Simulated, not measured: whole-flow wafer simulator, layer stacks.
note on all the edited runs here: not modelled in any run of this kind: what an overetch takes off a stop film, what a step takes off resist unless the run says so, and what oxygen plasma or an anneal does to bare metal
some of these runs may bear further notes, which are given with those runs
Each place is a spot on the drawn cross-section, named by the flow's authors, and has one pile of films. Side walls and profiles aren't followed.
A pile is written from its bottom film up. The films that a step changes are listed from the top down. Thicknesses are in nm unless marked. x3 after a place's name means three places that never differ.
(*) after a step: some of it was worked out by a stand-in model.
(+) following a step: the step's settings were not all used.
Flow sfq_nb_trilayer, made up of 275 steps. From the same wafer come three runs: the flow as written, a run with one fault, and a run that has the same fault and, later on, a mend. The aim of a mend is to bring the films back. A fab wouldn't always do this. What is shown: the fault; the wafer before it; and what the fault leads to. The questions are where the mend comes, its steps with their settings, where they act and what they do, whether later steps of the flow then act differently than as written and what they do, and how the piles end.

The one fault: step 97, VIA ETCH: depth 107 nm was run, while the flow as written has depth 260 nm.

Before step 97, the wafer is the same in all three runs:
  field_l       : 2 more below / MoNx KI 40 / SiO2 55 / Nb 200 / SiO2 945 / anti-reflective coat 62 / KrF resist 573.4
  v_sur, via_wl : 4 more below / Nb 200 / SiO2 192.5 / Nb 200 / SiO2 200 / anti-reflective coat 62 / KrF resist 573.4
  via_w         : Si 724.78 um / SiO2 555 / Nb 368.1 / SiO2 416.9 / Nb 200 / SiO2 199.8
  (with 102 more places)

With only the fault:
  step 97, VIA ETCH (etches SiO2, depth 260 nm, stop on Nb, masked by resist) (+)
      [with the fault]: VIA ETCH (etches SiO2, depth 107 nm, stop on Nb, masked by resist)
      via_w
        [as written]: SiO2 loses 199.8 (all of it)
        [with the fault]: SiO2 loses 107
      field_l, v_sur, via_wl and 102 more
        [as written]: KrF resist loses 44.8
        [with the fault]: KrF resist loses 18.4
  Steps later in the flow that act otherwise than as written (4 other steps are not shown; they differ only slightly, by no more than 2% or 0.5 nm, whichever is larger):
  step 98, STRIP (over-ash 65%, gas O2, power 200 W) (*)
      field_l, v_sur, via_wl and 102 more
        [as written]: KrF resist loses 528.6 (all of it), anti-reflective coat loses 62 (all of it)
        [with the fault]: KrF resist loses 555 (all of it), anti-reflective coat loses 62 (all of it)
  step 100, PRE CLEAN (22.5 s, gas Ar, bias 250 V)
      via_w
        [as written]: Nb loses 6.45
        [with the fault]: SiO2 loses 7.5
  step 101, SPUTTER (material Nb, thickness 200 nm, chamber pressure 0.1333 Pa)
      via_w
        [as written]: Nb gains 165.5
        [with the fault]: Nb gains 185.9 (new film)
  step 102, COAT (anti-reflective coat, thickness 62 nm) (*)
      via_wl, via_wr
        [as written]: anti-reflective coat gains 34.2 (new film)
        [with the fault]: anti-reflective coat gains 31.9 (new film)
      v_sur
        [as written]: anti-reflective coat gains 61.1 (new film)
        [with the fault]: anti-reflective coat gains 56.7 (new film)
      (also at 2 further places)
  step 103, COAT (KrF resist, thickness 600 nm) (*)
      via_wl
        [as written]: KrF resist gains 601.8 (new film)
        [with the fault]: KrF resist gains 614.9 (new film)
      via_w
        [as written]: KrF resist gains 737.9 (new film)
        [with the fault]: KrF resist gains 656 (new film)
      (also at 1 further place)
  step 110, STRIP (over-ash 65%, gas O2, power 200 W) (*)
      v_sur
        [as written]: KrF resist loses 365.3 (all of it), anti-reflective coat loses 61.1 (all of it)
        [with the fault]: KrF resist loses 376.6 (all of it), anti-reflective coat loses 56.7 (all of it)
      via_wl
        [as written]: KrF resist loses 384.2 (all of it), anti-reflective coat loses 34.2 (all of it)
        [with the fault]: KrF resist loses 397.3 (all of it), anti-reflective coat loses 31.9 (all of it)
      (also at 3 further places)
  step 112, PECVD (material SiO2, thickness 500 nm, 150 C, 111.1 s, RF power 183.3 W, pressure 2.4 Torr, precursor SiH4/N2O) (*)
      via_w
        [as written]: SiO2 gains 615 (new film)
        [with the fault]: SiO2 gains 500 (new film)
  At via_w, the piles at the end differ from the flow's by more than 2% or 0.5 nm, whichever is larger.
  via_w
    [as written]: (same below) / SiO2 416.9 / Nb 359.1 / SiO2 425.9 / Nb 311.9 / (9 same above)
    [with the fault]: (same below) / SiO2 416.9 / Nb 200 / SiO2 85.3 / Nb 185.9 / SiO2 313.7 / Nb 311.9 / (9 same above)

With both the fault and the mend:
  After step 97 comes the mend.
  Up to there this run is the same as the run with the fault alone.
  step 97a, VIA ETCH (etches SiO2, depth 153 nm, stop on Nb, masked by resist) (+) (the flow's step 97, run once more with other settings)
      field_l, v_sur, via_wl and 102 more
        KrF resist loses 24
      via_w
        SiO2 loses 92.8 (all of it)
  None of the later steps of the flow differs from how it acts as written, at any place that is followed, by more than 2% or 0.5 nm, whichever is larger.
  By the end, the piles equal the flow's at every place that both follow.
